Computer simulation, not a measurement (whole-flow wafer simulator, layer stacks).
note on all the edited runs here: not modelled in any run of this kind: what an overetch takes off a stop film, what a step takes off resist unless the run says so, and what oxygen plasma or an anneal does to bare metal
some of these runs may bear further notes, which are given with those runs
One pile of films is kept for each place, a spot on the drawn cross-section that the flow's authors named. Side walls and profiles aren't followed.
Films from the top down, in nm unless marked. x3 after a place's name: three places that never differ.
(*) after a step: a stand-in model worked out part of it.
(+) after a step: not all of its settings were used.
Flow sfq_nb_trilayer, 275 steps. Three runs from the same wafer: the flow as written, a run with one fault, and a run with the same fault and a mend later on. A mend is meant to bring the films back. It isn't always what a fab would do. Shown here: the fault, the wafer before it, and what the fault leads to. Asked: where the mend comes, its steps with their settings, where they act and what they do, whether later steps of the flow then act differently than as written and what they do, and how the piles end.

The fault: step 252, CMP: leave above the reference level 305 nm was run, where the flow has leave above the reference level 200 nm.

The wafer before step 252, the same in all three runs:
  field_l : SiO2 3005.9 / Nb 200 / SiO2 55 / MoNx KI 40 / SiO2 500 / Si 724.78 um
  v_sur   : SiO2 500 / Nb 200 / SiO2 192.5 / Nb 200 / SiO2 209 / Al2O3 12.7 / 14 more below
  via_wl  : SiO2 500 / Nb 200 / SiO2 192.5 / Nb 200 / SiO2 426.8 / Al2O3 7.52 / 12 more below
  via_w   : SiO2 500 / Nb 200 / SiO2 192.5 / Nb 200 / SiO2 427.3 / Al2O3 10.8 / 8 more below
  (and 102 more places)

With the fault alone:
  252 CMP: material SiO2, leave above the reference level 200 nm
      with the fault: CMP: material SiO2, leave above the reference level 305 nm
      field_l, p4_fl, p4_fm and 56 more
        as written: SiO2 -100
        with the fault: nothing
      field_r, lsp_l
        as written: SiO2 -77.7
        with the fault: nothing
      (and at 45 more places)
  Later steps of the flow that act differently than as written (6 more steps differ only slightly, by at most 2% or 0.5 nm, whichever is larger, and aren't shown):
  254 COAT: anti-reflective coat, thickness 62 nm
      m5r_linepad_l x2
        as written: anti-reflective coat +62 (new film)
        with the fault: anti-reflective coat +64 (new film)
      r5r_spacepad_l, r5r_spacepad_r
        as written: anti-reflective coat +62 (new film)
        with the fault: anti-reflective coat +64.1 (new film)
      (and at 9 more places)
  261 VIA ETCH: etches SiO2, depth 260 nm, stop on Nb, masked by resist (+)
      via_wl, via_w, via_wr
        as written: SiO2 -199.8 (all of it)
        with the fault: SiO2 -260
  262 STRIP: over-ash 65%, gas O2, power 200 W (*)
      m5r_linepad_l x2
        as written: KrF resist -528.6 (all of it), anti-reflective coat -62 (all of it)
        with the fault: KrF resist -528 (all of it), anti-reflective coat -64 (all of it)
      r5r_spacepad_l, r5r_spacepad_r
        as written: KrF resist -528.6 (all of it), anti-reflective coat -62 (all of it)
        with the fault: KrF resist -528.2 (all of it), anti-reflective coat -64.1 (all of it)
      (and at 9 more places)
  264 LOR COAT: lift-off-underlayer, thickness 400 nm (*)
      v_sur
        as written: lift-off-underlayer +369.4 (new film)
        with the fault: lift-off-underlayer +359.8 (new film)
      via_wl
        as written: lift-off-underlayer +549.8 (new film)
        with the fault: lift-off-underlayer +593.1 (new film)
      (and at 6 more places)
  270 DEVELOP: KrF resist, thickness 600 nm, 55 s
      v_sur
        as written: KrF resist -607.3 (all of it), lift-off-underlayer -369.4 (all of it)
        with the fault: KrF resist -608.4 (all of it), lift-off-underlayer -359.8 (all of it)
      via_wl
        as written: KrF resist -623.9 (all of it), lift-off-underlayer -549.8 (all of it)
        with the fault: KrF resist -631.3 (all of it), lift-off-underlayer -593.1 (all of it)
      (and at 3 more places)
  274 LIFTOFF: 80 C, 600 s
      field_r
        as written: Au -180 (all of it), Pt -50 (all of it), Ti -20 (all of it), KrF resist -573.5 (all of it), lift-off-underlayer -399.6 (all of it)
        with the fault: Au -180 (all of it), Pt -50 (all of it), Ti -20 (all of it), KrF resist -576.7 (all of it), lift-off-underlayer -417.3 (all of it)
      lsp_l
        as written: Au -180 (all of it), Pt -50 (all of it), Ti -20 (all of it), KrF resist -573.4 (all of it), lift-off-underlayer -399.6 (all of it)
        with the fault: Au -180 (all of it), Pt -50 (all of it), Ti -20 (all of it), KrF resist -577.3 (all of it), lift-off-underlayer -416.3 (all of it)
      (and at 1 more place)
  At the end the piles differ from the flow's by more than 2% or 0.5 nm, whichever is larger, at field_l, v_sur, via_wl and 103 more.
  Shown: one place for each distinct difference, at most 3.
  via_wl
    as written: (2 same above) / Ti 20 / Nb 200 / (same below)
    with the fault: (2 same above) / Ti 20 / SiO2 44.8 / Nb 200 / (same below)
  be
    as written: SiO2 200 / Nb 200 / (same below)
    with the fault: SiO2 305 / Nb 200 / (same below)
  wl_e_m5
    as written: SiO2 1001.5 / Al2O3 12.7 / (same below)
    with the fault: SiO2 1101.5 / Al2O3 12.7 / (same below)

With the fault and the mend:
  The mend comes after step 253.
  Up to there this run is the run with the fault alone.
  253a CMP: material SiO2, leave above the reference level 200 nm (the flow's step 252 once more)
      field_l, p4_fl, p4_fm and 56 more
        SiO2 -100
      v_sur, via_wl, via_w and 40 more
        SiO2 -105
      field_r, lsp_l
        SiO2 -77.7
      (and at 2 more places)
  No later step of the flow acts differently than as written at any place that is followed.
  At the end the piles are the same as the flow's at every place that both follow.
